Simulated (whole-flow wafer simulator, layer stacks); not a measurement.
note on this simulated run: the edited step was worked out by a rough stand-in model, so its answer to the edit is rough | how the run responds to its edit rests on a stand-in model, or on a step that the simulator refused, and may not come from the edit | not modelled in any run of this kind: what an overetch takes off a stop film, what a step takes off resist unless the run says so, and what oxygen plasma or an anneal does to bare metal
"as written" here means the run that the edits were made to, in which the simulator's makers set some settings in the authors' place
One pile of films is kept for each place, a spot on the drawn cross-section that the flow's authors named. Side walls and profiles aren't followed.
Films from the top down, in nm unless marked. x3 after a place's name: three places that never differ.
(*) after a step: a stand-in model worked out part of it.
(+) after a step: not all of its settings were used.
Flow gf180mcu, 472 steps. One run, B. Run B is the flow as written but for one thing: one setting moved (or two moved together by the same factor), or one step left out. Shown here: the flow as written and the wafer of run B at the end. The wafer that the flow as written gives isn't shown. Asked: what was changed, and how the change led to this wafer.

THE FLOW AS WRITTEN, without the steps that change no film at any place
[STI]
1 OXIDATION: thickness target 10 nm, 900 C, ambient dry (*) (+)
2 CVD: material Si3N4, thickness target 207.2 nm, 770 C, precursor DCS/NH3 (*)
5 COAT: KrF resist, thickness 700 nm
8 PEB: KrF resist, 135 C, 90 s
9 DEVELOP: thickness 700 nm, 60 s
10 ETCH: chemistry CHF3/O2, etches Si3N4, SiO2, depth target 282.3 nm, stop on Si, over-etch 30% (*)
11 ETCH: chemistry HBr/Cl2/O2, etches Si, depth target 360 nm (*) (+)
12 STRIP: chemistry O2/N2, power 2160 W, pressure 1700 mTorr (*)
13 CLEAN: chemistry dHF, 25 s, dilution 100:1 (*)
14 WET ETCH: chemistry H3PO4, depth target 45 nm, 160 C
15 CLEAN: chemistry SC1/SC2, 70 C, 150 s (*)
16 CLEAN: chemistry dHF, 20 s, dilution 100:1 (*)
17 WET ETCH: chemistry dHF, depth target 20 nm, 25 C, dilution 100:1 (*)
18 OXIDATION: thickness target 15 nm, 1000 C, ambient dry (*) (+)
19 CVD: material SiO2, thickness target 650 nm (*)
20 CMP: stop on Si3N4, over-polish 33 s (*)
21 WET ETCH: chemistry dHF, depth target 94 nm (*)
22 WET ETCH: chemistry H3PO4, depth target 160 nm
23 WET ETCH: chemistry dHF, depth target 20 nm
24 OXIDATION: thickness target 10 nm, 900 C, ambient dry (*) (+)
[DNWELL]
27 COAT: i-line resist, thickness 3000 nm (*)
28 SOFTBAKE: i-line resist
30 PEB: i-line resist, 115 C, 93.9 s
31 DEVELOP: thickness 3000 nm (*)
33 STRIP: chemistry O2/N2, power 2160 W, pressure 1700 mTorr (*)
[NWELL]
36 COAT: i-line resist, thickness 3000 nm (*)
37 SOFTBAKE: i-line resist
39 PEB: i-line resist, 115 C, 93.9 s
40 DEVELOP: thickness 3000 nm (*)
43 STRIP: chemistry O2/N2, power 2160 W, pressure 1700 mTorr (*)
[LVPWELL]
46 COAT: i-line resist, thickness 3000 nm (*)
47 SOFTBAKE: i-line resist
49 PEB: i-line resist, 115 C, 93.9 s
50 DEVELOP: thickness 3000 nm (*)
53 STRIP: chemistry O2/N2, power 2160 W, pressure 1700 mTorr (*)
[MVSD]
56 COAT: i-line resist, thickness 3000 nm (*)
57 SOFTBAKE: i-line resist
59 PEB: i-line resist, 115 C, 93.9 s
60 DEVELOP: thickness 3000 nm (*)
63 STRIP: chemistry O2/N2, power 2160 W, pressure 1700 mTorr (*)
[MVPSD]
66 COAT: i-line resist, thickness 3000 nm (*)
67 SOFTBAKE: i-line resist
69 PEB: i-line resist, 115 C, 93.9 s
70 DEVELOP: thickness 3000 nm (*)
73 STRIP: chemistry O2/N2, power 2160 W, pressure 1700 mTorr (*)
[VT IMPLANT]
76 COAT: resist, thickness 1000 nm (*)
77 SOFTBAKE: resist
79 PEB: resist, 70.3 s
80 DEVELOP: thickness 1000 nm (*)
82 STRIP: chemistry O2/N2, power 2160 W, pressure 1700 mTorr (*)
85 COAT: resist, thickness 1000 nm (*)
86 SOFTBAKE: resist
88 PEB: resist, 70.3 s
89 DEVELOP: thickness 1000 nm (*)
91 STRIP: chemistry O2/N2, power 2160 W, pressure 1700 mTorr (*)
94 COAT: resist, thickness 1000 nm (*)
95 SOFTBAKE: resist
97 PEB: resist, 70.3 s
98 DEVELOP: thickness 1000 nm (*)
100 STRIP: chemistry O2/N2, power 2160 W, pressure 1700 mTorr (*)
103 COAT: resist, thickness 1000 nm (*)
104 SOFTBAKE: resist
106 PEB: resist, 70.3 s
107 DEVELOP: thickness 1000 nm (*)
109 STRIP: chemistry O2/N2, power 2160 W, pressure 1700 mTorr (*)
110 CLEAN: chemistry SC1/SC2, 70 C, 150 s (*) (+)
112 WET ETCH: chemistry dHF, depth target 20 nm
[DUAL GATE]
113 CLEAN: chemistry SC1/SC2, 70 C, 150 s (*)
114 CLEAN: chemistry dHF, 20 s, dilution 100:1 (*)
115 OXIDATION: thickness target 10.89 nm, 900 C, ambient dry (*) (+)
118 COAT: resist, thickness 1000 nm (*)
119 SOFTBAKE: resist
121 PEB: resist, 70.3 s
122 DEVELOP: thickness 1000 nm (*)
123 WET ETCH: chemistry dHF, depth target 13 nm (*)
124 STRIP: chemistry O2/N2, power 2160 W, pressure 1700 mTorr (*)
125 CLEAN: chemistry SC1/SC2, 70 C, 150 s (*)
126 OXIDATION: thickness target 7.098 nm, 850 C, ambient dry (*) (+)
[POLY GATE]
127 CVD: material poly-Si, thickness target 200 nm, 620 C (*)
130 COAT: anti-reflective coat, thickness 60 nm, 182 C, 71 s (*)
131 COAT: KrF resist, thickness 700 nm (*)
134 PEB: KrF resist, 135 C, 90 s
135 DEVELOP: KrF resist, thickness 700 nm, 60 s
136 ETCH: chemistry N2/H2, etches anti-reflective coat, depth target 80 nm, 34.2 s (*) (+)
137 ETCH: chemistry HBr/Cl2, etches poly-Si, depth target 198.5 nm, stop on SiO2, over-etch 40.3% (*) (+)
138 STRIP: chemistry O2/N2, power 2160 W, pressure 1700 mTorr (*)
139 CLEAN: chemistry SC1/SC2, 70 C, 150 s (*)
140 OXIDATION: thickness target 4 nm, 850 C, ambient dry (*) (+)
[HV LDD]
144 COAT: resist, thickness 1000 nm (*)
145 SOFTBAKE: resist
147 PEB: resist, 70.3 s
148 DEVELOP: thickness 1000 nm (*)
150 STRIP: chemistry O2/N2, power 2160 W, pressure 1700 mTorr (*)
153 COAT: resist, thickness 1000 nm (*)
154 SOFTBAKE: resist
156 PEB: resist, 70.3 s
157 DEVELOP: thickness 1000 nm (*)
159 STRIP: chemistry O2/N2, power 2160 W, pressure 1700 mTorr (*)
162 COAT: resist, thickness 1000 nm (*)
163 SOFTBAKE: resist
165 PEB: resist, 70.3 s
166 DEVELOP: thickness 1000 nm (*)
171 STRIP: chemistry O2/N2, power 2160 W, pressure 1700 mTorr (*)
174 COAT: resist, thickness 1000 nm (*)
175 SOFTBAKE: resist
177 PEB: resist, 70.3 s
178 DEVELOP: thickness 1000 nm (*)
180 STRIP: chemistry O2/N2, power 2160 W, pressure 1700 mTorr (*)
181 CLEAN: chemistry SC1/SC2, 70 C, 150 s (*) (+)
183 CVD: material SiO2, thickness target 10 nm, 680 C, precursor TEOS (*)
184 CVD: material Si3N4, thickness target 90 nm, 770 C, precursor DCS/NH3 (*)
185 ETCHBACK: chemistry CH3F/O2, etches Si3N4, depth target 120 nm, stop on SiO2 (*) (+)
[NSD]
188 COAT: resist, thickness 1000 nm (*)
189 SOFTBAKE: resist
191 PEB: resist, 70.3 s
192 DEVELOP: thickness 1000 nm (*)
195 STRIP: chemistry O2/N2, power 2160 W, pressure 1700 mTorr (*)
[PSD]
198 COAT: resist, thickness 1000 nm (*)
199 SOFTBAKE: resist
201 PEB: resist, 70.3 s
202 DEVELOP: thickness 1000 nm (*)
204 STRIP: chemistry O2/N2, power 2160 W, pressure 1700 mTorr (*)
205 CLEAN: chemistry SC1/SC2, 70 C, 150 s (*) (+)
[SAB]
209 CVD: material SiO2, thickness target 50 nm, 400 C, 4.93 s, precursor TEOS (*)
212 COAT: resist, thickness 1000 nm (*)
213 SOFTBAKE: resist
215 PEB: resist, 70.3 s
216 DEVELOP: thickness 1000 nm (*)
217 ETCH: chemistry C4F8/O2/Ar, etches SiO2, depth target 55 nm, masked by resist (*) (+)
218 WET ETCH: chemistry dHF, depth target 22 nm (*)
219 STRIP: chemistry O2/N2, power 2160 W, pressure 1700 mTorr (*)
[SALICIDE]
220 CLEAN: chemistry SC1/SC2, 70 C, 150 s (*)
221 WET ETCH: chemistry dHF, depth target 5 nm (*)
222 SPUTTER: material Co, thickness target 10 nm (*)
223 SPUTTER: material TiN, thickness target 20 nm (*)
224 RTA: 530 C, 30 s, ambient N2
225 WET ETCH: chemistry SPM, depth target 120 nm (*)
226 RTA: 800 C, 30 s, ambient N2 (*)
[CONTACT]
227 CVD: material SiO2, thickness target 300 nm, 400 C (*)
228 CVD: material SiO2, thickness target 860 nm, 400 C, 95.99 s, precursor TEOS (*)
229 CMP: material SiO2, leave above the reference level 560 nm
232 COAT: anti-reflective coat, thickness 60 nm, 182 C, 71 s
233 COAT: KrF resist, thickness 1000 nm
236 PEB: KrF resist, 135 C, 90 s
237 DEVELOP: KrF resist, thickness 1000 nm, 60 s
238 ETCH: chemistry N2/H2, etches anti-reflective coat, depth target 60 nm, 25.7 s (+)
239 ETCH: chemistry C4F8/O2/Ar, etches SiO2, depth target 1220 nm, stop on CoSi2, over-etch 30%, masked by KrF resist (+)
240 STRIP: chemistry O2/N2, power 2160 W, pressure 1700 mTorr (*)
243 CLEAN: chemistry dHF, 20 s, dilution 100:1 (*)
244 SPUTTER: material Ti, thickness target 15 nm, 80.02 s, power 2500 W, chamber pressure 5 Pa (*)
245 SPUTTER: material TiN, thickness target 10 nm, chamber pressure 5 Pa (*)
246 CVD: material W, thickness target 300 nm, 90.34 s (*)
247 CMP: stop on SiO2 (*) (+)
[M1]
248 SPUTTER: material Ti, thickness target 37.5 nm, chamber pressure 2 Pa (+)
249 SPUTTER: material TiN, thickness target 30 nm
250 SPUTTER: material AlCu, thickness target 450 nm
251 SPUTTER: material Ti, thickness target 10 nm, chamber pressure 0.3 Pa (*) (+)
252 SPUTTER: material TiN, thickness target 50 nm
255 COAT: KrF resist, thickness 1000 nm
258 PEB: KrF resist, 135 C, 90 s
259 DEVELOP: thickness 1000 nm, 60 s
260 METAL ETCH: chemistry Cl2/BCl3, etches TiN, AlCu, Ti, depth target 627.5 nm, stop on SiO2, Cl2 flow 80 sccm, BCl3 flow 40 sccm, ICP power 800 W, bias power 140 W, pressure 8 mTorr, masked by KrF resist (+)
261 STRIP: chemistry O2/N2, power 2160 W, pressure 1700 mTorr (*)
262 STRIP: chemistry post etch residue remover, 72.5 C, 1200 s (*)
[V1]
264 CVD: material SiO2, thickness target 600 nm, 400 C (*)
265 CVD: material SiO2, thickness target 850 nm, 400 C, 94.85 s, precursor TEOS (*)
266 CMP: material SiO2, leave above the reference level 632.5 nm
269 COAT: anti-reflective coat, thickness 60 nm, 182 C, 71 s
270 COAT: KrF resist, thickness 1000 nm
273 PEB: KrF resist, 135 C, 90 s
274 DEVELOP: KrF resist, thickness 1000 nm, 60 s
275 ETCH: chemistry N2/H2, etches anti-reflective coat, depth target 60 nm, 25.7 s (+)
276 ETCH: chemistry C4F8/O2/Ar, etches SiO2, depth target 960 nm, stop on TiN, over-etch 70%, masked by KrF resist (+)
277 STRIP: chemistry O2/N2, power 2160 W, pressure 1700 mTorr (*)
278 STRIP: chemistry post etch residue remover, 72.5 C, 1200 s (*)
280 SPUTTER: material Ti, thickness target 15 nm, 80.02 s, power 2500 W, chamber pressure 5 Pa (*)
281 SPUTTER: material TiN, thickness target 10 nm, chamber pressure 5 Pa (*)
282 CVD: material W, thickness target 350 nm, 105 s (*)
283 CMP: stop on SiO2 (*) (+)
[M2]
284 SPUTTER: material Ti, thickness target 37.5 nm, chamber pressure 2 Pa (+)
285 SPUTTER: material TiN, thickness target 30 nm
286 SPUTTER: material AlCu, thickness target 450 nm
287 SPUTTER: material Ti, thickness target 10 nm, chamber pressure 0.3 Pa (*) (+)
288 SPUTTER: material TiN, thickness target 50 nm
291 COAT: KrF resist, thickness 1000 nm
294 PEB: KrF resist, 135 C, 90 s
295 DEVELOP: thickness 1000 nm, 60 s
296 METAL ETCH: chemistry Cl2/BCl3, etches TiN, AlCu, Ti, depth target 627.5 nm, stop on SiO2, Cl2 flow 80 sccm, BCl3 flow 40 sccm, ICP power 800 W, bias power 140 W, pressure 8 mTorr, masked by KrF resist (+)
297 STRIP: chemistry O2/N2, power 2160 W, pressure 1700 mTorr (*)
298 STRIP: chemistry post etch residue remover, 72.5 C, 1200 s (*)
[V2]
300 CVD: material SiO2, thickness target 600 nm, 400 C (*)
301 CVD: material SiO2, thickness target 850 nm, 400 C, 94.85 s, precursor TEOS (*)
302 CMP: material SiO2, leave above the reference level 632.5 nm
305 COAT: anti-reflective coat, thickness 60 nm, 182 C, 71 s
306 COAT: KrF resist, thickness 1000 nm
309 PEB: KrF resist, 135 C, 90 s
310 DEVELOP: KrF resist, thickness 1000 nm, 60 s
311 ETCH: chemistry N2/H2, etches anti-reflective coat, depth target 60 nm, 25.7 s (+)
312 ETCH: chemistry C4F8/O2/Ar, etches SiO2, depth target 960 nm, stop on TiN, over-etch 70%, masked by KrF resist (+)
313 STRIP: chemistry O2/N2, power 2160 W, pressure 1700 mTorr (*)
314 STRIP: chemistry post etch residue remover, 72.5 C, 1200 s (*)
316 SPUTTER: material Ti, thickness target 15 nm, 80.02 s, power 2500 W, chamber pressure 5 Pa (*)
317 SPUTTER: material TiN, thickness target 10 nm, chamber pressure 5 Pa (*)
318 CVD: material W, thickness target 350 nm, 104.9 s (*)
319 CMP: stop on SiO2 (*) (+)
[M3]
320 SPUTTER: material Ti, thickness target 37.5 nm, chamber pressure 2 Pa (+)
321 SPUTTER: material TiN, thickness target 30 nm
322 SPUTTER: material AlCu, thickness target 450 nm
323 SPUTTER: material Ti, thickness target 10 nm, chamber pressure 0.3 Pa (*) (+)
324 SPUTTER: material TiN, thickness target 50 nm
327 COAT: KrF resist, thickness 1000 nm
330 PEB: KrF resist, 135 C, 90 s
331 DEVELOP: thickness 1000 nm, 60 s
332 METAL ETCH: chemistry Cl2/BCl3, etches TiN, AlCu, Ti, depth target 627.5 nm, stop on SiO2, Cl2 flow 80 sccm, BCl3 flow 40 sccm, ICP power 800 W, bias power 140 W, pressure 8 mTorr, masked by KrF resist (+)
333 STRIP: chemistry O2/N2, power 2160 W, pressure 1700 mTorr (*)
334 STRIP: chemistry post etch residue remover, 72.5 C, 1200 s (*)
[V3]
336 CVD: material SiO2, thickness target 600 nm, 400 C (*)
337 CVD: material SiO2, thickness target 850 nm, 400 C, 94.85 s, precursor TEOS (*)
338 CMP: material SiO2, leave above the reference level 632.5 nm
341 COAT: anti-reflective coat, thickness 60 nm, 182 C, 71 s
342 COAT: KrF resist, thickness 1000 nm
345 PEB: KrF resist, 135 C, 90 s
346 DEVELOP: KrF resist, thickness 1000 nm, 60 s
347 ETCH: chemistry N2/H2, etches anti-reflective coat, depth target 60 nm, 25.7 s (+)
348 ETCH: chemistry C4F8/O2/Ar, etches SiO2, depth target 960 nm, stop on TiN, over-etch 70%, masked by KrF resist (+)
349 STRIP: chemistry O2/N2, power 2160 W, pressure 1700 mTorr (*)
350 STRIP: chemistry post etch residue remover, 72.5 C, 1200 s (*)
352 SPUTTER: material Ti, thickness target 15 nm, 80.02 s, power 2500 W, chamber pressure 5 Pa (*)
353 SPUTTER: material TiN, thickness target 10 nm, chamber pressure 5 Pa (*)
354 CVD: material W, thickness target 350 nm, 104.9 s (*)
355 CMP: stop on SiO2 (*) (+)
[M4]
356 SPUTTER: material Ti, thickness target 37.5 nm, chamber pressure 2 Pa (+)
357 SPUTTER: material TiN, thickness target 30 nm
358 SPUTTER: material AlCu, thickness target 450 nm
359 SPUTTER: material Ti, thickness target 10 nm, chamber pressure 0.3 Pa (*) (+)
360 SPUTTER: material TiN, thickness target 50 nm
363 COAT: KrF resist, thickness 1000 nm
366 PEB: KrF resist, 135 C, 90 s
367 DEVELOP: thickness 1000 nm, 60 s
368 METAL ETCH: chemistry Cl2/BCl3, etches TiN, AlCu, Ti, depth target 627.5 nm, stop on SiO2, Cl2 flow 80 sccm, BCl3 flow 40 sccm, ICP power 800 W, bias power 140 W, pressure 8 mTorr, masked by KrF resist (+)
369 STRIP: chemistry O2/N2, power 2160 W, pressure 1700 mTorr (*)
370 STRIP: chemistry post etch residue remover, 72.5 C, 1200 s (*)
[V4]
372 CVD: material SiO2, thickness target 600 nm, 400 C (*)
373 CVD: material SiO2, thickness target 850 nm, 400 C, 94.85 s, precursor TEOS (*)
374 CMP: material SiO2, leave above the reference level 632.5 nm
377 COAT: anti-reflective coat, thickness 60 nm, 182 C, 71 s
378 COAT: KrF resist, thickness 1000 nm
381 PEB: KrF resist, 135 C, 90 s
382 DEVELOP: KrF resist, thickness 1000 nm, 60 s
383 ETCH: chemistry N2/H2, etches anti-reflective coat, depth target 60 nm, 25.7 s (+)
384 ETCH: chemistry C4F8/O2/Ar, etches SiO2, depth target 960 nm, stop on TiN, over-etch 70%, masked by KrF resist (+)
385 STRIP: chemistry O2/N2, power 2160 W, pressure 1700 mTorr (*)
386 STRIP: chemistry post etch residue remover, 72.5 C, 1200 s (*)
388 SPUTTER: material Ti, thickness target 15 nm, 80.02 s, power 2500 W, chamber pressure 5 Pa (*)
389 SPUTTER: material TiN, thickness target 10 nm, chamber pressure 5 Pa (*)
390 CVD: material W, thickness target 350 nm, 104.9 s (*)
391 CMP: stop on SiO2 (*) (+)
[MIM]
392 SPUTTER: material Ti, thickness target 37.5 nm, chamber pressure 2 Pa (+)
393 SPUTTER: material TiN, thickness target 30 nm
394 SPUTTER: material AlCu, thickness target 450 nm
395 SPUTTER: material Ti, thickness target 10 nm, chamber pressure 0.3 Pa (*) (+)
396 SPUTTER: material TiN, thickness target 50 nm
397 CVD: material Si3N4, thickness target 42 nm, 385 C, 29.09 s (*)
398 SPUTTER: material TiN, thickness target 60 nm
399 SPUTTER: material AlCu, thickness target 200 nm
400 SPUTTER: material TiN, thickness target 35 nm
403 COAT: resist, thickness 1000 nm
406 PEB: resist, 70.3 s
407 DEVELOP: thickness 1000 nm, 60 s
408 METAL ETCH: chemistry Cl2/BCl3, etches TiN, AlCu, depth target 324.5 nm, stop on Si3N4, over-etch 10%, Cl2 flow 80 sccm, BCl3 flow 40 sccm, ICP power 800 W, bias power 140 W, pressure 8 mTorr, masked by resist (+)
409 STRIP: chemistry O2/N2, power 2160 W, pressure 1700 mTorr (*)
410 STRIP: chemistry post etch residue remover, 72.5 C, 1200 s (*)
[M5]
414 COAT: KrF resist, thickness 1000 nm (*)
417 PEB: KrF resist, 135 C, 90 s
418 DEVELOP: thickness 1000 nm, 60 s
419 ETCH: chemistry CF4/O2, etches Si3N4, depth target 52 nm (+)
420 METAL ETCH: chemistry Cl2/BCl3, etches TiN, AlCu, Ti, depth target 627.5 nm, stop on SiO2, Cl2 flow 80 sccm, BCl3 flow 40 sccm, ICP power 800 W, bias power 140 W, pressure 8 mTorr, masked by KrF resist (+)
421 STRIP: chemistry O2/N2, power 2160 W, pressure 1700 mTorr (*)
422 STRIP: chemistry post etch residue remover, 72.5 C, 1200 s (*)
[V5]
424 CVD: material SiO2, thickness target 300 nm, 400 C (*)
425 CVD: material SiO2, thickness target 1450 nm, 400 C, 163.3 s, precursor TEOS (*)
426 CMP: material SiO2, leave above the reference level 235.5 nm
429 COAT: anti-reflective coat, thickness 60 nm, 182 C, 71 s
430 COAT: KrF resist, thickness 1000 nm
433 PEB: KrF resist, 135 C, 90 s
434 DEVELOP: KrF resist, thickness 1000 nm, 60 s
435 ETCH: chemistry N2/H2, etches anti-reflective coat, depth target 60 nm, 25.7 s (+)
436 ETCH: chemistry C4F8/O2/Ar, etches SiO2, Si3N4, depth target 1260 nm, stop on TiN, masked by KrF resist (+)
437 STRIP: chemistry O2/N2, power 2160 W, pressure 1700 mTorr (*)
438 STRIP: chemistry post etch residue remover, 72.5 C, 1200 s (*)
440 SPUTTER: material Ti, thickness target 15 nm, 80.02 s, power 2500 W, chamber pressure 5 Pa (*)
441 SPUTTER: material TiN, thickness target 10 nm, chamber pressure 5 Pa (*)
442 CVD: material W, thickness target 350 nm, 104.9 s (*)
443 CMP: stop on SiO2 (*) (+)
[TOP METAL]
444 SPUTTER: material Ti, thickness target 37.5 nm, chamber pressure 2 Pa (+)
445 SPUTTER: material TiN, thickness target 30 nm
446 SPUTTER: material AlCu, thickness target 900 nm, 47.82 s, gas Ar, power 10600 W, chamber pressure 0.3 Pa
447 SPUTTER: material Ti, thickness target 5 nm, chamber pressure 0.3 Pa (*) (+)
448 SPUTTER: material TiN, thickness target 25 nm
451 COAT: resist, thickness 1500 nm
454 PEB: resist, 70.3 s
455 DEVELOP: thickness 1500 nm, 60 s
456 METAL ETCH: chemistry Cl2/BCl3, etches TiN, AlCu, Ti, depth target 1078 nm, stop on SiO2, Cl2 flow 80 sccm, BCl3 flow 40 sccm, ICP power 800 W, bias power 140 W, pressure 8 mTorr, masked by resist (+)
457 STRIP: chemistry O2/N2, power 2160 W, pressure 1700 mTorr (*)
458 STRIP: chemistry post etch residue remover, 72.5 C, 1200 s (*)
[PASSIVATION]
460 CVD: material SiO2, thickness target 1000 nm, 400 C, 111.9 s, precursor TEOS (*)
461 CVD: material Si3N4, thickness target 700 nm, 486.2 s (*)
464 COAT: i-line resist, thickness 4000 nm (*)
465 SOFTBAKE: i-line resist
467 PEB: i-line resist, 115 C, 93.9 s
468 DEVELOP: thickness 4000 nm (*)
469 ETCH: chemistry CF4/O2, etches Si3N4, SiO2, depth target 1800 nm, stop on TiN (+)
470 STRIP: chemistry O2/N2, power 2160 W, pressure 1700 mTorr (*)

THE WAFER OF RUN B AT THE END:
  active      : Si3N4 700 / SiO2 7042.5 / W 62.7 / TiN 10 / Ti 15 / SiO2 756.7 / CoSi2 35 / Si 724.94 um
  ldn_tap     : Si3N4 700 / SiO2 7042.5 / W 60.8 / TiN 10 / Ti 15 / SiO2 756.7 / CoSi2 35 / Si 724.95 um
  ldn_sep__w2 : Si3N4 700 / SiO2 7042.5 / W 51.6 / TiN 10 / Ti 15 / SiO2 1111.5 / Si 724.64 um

The cause: step 228, CVD: thickness target 452 nm was run, where the flow has thickness target 860 nm; step 228, CVD: 50.4 s was run, where the flow has 95.99 s.

How the change led to this, step by step:
  228 CVD: material SiO2, thickness target 860 nm, 400 C, 95.99 s, precursor TEOS (*)
      field, field__w7, field__w8 and 70 more: SiO2 +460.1 (as written it would be: SiO2 +860)
      field__w3, field__w12: SiO2 +435.7 (as written it would be: SiO2 +807.3)
      (and at 36 more places)
  229 CMP: material SiO2, leave above the reference level 560 nm
      ldn_sep__w1, ldn_sep__w2, ldn_dft and 8 more: nothing (as written it would be: SiO2 -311)
      active, p_well, sd_n, iso_ptap_pw, iso_ntap_nw, iso_ptap_sub, vpnp_e: nothing (as written it would be: SiO2 -299.9)
      (and at 93 more places)
  232 COAT: anti-reflective coat, thickness 60 nm, 182 C, 71 s
      field_sub__w1, nplus_u: anti-reflective coat +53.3 (new film) (as written it would be: anti-reflective coat +60 (new film))
      p_well, sd_n: anti-reflective coat +56.1 (new film) (as written it would be: anti-reflective coat +60 (new film))
      (and at 96 more places)
  233 COAT: KrF resist, thickness 1000 nm
      p_well, sti, sd_n, contact, mim_1p0, pad, dice_street: KrF resist +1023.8 (new film) (as written it would be: KrF resist +1000 (new film))
      sd_p, nw_enc_fld_lv__w3: KrF resist +975.2 (new film) (as written it would be: KrF resist +1000 (new film))
      (and at 48 more places)
  236 PEB: KrF resist, 135 C, 90 s
      ld_acc_n, polyc_p: KrF resist -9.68 (as written it would be: KrF resist -10.5)
      mim: KrF resist -11.4 (as written it would be: KrF resist -10.5)
      (and at 2 more places)
  237 DEVELOP: KrF resist, thickness 1000 nm, 60 s
      contact: KrF resist -1013 (all of it) (as written it would be: KrF resist -989.5 (all of it))
      polyc_n: KrF resist -934.6 (all of it) (as written it would be: KrF resist -989.5 (all of it))
      (and at 1 more place)
  238 ETCH: chemistry N2/H2, etches anti-reflective coat, depth target 60 nm, 25.7 s (+)
      contact: anti-reflective coat -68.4 (all of it), SiO2 -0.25 (as written it would be: anti-reflective coat -60 (all of it), SiO2 -0.46)
      polyc_n: anti-reflective coat -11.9 (all of it), SiO2 -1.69 (as written it would be: anti-reflective coat -60 (all of it), SiO2 -0.46)
      (and at 1 more place)
  239 ETCH: chemistry C4F8/O2/Ar, etches SiO2, depth target 1220 nm, stop on CoSi2, over-etch 30%, masked by KrF resist (+)
      field, field__w1, field__w2 and 105 more: KrF resist -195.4 (as written it would be: KrF resist -223.5)
      contact: SiO2 -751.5 (all of it) (as written it would be: SiO2 -859.5 (all of it))
  240 STRIP: chemistry O2/N2, power 2160 W, pressure 1700 mTorr (*)
      sti, mim_1p0, pad, dice_street: KrF resist -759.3 (all of it), anti-reflective coat -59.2 (all of it) (as written it would be: KrF resist -707.7 (all of it), anti-reflective coat -60 (all of it))
      p_well, sd_n: KrF resist -759.3 (all of it), anti-reflective coat -56.1 (all of it) (as written it would be: KrF resist -707.7 (all of it), anti-reflective coat -60 (all of it))
      (and at 102 more places)
  244 SPUTTER: material Ti, thickness target 15 nm, 80.02 s, power 2500 W, chamber pressure 5 Pa (*)
      field__w3: Ti +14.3 (new film) (as written it would be: Ti +15 (new film))
      field__w12: Ti +13.8 (new film) (as written it would be: Ti +15 (new film))
      (and at 3 more places)
  245 SPUTTER: material TiN, thickness target 10 nm, chamber pressure 5 Pa (*)
      field__w12: TiN +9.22 (new film) (as written it would be: TiN +10 (new film))
      ld_drift_n: TiN +9.28 (new film) (as written it would be: TiN +10 (new film))
      (and at 1 more place)
  246 CVD: material W, thickness target 300 nm, 90.34 s (*)
      contact: W +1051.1 (new film) (as written it would be: W +1167.5 (new film))
  247 CMP: stop on SiO2 (*) (+)
      gate, gate_hv, spacer and 24 more: W -300 (all of it), TiN -10 (all of it), Ti -15 (all of it) (as written it would be: W -300 (all of it), TiN -10 (all of it), Ti -15 (all of it), SiO2 -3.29)
      active, p_well, sd_n, iso_ptap_pw, iso_ntap_nw, iso_ptap_sub, vpnp_e: W -225.1 (as written it would be: W -300 (all of it), TiN -10 (all of it), Ti -15 (all of it), SiO2 -3.29)
      (and at 75 more places)
  260 METAL ETCH: chemistry Cl2/BCl3, etches TiN, AlCu, Ti, depth target 627.5 nm, stop on SiO2, Cl2 flow 80 sccm, BCl3 flow 40 sccm, ICP power 800 W, bias power 140 W, pressure 8 mTorr, masked by KrF resist (+)
      field, field__w1, field__w2 and 74 more: TiN -50 (all of it), Ti -10 (all of it), AlCu -450 (all of it), TiN -30 (all of it), Ti -37.5 (all of it), W -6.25 (as written it would be: TiN -50 (all of it), Ti -10 (all of it), AlCu -450 (all of it), TiN -30 (all of it), Ti -37.5 (all of it))
  262 STRIP: chemistry post etch residue remover, 72.5 C, 1200 s (*)
      field, field__w1, field__w2 and 74 more: W -6.01 (as written it would be: nothing)
  264 CVD: material SiO2, thickness target 600 nm, 400 C (*)
      field, field__w1, field__w2 and 74 more: SiO2 +600 (new film) (as written it would be: SiO2 +600)
  266 CMP: material SiO2, leave above the reference level 632.5 nm
      field, field__w1, field__w2 and 74 more: SiO2 -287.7 (as written it would be: SiO2 -300)
Counting metal films that touch as one body, active has 2 bodies (between them, from the top down: SiO2 756.7); the flow as written gives 1 body.
Counting metal films that touch as one body, ldn_tap has 2 bodies (between them, from the top down: SiO2 756.7); the flow as written gives 1 body.
Counting metal films that touch as one body, ldn_sep__w2 has 1 body; the flow as written gives 0 bodies.
